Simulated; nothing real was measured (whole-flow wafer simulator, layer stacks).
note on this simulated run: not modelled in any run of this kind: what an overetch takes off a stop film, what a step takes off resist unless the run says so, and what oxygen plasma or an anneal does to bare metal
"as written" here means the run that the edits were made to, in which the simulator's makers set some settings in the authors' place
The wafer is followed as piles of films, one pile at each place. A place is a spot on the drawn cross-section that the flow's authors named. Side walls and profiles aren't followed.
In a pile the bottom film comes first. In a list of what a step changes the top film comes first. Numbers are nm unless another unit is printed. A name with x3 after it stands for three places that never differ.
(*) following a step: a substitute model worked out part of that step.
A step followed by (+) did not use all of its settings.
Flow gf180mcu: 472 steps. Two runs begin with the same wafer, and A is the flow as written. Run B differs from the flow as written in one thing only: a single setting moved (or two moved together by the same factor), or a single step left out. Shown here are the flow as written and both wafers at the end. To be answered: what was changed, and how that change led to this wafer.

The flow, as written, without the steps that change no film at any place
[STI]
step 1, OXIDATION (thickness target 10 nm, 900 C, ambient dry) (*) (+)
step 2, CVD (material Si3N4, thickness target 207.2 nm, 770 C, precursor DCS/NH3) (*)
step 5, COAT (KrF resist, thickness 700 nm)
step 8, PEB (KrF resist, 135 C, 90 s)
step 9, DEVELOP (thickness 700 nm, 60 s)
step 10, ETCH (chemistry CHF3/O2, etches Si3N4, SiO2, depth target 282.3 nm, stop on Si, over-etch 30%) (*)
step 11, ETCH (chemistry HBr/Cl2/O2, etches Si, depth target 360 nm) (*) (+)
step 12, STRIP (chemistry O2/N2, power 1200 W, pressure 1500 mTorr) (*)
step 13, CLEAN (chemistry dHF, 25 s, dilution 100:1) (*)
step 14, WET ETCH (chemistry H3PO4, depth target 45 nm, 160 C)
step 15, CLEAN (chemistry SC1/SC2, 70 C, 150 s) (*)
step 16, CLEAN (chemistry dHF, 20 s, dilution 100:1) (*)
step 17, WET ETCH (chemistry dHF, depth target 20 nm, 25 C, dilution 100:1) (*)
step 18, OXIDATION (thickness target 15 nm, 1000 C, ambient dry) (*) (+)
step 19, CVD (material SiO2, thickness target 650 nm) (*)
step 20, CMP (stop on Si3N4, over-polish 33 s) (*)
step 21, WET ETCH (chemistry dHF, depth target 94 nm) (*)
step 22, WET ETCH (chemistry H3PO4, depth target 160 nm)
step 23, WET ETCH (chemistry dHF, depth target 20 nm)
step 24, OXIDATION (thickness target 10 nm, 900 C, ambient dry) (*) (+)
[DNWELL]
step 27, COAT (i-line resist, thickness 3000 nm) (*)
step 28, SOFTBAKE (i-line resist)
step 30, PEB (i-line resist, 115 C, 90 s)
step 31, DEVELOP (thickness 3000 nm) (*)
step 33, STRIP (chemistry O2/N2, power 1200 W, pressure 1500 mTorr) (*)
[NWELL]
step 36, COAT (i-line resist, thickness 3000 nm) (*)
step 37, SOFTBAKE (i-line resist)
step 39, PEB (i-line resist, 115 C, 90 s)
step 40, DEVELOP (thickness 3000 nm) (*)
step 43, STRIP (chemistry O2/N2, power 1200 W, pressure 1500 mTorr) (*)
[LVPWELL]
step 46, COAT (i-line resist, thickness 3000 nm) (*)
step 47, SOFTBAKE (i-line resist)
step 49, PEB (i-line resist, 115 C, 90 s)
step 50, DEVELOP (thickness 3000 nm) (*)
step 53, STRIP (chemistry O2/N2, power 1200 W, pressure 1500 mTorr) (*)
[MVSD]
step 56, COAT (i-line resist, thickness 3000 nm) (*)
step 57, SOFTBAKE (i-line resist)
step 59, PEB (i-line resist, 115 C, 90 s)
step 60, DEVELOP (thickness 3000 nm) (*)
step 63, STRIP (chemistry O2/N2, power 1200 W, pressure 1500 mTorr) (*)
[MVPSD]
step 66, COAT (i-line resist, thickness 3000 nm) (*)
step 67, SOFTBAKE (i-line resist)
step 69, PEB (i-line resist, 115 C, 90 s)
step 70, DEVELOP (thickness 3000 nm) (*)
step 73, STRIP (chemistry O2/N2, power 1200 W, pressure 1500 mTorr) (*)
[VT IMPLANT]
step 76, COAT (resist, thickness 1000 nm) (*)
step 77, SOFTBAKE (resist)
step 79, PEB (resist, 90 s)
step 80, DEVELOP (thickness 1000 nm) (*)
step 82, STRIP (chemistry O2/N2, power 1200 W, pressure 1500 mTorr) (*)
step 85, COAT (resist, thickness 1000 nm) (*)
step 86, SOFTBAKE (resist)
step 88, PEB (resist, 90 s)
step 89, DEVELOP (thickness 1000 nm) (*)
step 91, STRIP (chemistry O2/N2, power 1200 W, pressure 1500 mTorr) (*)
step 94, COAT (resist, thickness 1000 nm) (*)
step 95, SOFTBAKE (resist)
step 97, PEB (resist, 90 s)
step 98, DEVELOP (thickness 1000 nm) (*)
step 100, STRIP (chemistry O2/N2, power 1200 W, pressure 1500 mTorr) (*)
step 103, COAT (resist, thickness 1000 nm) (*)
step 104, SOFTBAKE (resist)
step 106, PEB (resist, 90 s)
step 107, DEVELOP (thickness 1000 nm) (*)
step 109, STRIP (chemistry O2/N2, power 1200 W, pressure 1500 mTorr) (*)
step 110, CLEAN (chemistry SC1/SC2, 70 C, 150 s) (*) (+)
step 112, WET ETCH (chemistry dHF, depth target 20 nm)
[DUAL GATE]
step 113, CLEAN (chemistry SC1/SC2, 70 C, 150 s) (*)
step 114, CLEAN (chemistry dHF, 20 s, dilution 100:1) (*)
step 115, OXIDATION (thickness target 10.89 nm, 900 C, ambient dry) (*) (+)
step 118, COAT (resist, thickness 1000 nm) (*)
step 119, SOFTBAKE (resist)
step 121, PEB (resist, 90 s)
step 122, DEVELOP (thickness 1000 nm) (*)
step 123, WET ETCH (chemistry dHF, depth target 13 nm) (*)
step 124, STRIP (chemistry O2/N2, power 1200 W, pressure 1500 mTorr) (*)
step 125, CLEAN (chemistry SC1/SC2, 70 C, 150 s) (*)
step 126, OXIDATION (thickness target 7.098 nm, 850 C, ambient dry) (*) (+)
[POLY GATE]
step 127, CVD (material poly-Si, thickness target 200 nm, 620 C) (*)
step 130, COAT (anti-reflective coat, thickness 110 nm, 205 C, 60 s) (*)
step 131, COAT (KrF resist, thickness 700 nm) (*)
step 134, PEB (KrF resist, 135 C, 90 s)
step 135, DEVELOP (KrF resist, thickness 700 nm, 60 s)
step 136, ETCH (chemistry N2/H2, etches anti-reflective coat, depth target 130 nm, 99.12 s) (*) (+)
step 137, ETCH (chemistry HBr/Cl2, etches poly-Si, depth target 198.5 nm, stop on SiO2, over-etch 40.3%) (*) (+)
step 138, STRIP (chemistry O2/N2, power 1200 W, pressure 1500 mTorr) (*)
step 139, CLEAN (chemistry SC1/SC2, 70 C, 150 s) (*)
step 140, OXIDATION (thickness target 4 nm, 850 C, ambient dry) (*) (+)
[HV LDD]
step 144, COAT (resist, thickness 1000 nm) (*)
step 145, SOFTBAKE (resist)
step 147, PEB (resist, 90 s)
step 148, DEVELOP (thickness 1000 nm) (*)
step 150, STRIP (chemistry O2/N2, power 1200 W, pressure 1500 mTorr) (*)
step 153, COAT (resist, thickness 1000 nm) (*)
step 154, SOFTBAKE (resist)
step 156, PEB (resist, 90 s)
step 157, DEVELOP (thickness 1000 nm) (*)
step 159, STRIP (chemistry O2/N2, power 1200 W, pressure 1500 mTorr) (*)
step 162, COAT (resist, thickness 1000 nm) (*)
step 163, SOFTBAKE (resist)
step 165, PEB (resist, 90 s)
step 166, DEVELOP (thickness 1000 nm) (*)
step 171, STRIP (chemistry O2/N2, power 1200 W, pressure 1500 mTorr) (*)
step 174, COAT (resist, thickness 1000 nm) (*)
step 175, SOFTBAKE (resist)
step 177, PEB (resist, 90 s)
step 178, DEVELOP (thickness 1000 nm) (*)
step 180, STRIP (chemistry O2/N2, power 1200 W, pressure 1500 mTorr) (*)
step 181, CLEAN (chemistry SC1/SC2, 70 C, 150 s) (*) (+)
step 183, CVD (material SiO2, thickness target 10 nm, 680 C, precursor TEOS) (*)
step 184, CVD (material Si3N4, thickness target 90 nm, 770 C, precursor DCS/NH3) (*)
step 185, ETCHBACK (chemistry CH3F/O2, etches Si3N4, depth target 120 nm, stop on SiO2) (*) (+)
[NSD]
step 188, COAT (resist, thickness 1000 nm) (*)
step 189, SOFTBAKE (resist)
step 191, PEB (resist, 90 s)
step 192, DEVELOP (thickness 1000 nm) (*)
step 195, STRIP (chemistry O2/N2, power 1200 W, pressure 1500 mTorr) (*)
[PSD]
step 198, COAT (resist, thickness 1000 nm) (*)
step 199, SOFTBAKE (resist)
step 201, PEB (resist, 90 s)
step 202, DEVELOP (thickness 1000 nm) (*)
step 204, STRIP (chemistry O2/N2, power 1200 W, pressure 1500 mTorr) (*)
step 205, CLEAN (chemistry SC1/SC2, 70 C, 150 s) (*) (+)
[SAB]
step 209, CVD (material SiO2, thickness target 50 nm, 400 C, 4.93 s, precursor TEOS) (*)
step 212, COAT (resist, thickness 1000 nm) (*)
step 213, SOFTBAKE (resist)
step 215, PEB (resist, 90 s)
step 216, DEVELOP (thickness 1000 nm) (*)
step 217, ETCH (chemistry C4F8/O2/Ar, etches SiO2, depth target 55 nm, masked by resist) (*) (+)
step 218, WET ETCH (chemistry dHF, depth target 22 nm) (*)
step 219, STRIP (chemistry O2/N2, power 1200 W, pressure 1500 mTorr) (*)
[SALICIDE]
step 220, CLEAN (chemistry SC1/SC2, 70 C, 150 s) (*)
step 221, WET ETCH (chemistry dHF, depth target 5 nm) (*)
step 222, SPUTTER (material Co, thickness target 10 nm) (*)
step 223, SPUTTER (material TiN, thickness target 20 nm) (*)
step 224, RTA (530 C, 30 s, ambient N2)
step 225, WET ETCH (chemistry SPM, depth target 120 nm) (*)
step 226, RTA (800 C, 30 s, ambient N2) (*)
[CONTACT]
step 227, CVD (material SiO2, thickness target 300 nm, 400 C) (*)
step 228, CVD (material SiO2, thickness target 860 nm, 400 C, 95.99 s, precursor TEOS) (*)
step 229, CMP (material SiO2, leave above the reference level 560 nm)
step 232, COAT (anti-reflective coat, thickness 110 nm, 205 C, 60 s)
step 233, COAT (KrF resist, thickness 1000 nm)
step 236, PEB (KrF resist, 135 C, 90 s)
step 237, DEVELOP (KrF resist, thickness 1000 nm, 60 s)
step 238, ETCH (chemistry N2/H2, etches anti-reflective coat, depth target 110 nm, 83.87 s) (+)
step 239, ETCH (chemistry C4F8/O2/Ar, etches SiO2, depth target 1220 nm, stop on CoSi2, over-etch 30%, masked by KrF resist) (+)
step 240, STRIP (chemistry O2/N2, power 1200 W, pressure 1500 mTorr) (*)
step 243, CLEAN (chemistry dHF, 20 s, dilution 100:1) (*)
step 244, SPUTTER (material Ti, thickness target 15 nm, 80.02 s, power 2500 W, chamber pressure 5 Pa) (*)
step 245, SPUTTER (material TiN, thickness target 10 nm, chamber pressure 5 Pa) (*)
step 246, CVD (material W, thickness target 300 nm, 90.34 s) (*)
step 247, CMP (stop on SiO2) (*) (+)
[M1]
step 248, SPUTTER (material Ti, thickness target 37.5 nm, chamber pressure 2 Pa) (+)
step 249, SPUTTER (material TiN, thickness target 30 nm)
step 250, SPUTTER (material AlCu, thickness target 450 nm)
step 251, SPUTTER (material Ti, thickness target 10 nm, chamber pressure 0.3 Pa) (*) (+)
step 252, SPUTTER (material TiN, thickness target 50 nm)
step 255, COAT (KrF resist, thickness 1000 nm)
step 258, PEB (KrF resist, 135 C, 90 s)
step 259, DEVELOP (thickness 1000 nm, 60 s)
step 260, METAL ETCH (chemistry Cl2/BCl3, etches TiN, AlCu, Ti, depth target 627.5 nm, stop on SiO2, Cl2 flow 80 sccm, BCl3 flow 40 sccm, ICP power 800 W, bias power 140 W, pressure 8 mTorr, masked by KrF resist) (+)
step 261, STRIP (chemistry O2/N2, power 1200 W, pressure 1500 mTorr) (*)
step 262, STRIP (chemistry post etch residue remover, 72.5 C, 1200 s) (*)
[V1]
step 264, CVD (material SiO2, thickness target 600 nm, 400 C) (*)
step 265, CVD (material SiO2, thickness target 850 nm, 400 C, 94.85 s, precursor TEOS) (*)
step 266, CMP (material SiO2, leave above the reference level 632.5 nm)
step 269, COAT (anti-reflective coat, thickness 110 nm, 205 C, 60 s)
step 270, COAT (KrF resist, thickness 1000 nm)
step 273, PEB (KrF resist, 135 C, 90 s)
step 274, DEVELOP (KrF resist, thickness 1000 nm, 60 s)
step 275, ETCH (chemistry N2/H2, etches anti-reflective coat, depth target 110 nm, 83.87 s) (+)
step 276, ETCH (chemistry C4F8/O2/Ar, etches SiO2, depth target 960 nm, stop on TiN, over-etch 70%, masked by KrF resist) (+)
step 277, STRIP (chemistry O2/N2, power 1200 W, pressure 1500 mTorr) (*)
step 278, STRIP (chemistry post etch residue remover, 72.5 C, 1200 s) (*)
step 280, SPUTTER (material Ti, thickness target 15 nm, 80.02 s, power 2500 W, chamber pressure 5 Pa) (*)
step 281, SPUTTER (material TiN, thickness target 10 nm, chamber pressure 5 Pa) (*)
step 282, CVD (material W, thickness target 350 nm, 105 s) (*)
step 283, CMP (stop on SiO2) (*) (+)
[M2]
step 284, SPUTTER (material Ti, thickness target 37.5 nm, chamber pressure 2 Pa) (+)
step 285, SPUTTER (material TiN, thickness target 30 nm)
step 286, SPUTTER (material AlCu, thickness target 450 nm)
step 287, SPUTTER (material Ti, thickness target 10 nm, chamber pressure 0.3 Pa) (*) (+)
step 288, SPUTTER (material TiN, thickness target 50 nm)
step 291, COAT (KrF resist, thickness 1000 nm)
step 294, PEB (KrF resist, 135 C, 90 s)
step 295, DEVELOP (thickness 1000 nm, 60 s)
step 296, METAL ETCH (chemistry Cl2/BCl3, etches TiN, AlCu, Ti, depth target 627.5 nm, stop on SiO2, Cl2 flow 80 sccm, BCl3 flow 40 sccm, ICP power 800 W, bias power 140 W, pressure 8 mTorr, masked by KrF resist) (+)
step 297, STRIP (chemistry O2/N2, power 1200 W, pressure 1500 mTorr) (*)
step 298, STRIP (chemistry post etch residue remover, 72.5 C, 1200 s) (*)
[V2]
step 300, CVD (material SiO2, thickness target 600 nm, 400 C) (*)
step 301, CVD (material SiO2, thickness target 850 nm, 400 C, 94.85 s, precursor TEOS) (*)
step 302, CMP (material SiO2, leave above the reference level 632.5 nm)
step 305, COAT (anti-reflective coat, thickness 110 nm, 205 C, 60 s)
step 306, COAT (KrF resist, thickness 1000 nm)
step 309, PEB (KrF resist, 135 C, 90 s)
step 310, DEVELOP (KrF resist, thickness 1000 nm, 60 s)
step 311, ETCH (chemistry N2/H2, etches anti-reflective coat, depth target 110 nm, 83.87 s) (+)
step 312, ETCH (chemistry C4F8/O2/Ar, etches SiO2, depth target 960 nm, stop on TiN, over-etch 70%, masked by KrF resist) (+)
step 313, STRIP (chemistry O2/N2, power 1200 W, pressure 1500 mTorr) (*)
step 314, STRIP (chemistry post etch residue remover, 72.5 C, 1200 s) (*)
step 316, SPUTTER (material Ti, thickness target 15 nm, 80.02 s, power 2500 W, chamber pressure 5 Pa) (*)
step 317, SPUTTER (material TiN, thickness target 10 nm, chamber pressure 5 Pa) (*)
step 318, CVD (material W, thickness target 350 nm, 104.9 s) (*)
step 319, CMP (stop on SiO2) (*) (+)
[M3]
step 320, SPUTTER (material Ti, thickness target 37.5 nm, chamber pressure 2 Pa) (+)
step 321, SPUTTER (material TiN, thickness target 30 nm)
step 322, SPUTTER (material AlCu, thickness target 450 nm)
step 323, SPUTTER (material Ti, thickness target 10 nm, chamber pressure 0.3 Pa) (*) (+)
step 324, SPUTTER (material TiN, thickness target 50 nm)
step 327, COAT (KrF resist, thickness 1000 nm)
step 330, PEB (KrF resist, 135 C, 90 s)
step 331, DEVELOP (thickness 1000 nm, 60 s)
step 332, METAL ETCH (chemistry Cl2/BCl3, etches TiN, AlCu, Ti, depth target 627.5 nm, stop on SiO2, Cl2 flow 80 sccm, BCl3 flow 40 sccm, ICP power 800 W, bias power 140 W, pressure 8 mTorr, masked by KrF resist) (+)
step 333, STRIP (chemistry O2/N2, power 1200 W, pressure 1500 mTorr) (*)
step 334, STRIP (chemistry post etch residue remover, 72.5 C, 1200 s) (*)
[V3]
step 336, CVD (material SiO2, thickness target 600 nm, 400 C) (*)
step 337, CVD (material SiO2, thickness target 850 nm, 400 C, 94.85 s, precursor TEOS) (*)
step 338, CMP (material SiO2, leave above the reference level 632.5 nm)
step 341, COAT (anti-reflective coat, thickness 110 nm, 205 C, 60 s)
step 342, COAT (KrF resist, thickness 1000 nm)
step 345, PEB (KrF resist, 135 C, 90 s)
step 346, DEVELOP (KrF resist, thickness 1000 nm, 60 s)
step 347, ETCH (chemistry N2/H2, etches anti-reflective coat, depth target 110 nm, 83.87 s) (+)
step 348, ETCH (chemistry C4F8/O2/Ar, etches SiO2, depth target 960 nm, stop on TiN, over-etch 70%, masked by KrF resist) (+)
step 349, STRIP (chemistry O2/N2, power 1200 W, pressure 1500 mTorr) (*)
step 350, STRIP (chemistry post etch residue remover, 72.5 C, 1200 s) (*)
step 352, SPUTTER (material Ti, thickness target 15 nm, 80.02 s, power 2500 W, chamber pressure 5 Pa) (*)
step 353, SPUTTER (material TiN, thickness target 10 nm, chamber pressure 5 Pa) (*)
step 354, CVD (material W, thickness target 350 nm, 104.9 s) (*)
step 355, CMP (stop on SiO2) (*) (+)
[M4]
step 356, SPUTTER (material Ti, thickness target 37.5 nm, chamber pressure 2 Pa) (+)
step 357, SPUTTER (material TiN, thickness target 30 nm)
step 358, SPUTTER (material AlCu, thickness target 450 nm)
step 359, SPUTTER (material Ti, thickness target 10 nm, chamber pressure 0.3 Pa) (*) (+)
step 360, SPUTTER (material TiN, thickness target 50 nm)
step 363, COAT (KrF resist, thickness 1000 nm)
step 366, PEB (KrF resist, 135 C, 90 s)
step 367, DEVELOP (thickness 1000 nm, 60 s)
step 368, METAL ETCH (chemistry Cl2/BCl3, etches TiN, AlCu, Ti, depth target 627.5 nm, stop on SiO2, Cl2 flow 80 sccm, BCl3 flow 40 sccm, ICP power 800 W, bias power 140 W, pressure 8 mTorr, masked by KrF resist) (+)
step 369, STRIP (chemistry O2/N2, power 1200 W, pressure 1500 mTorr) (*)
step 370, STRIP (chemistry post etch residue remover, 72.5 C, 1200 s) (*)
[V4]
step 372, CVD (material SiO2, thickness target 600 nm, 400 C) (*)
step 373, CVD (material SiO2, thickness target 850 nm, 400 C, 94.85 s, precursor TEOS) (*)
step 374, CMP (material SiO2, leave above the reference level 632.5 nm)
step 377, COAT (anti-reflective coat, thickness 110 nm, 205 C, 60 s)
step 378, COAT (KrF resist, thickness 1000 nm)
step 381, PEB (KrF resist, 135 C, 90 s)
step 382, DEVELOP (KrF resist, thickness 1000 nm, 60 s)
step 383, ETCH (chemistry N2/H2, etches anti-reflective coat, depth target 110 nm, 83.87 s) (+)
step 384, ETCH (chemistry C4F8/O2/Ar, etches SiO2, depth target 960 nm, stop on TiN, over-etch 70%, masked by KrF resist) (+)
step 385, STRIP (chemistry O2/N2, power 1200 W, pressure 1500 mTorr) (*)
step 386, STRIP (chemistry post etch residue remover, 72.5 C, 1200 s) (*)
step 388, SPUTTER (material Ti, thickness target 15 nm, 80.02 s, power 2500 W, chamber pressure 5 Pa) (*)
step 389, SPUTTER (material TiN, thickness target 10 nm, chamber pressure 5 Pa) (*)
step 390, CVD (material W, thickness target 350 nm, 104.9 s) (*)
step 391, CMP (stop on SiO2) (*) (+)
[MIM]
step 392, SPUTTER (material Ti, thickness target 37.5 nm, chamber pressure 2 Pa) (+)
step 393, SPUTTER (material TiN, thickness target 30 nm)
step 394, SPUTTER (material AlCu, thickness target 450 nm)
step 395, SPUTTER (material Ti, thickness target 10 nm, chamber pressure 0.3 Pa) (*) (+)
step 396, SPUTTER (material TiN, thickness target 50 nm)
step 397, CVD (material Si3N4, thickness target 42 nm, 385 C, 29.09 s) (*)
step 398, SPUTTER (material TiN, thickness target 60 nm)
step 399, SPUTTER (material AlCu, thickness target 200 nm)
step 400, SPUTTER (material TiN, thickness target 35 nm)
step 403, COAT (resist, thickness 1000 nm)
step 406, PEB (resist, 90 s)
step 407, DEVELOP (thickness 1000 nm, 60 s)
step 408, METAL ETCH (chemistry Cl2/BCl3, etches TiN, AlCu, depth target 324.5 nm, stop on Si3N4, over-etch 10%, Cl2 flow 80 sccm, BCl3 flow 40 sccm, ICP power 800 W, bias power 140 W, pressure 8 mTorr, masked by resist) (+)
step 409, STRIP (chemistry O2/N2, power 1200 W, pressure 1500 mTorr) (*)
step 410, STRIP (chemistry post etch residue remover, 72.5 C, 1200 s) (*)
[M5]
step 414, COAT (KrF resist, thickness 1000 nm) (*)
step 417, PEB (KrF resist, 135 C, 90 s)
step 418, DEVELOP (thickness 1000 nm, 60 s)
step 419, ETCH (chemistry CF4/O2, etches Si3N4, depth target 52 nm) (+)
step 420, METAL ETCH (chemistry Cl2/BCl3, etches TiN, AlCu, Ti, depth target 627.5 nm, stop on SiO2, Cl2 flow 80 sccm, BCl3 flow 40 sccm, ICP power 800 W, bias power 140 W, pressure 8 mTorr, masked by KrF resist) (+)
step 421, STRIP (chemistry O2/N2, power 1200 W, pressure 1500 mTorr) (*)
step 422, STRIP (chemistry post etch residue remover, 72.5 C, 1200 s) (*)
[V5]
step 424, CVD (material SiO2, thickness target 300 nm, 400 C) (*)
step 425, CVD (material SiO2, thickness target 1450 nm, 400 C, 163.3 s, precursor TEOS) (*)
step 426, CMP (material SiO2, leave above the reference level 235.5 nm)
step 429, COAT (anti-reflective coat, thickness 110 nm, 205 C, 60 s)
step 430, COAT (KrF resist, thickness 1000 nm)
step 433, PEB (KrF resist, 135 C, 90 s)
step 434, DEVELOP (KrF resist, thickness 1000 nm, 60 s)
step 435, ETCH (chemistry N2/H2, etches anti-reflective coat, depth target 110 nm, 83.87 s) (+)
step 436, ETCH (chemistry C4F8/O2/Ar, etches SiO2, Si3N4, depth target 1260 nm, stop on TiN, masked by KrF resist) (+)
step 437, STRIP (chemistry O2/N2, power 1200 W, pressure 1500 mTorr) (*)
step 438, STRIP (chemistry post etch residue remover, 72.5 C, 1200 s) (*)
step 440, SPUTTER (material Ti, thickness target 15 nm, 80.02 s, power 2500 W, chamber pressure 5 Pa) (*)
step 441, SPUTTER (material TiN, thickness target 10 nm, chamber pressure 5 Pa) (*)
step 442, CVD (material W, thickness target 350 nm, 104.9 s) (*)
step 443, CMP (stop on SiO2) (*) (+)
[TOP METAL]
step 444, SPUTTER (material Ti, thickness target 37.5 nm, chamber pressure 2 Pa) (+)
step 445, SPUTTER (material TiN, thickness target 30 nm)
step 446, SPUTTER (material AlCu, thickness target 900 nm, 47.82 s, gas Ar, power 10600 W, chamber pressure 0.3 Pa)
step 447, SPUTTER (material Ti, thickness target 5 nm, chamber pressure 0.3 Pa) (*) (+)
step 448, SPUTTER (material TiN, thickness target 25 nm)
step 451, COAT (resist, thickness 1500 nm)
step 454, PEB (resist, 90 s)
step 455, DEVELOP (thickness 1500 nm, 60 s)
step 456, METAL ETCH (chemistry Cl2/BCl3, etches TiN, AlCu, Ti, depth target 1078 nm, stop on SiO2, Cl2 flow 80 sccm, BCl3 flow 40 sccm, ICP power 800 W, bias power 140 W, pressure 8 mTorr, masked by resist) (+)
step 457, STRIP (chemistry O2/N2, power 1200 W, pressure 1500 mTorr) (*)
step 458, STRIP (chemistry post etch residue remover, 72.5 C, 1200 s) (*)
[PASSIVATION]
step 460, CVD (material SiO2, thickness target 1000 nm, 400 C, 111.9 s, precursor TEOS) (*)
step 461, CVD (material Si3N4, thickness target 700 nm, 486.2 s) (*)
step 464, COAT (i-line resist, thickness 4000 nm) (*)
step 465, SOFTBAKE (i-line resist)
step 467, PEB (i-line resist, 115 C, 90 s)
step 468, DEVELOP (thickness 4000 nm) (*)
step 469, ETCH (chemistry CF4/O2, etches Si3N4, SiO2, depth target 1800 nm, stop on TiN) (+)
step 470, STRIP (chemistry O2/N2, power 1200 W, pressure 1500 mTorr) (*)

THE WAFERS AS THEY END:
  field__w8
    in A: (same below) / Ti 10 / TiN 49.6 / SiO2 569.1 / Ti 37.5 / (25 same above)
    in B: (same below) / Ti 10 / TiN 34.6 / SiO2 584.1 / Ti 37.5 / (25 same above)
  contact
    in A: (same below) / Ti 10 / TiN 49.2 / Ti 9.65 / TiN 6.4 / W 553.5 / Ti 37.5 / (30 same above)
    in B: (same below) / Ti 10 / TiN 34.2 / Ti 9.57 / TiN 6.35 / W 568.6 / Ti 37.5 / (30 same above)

The reason: step 288, SPUTTER: thickness target 35 nm was run, whereas the flow has thickness target 50 nm.

How this came from the change, step by step:
  step 288, SPUTTER (material TiN, thickness target 50 nm)
      field, field__w1, field__w2 and 108 more: A TiN gains 50 (new film) | B TiN gains 35 (new film)
  step 296, METAL ETCH (chemistry Cl2/BCl3, etches TiN, AlCu, Ti, depth target 627.5 nm, stop on SiO2, Cl2 flow 80 sccm, BCl3 flow 40 sccm, ICP power 800 W, bias power 140 W, pressure 8 mTorr, masked by KrF resist) (+)
      field, field__w1, field__w2 and 103 more: A TiN loses 50 (all of it), Ti loses 10 (all of it), AlCu loses 450 (all of it), TiN loses 30 (all of it), Ti loses 37.5 (all of it) | B TiN loses 35 (all of it), Ti loses 10 (all of it), AlCu loses 450 (all of it), TiN loses 30 (all of it), Ti loses 37.5 (all of it)
  step 312, ETCH (chemistry C4F8/O2/Ar, etches SiO2, depth target 960 nm, stop on TiN, over-etch 70%, masked by KrF resist) (+)
      contact: A SiO2 loses 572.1 (all of it) | B SiO2 loses 587.1 (all of it)
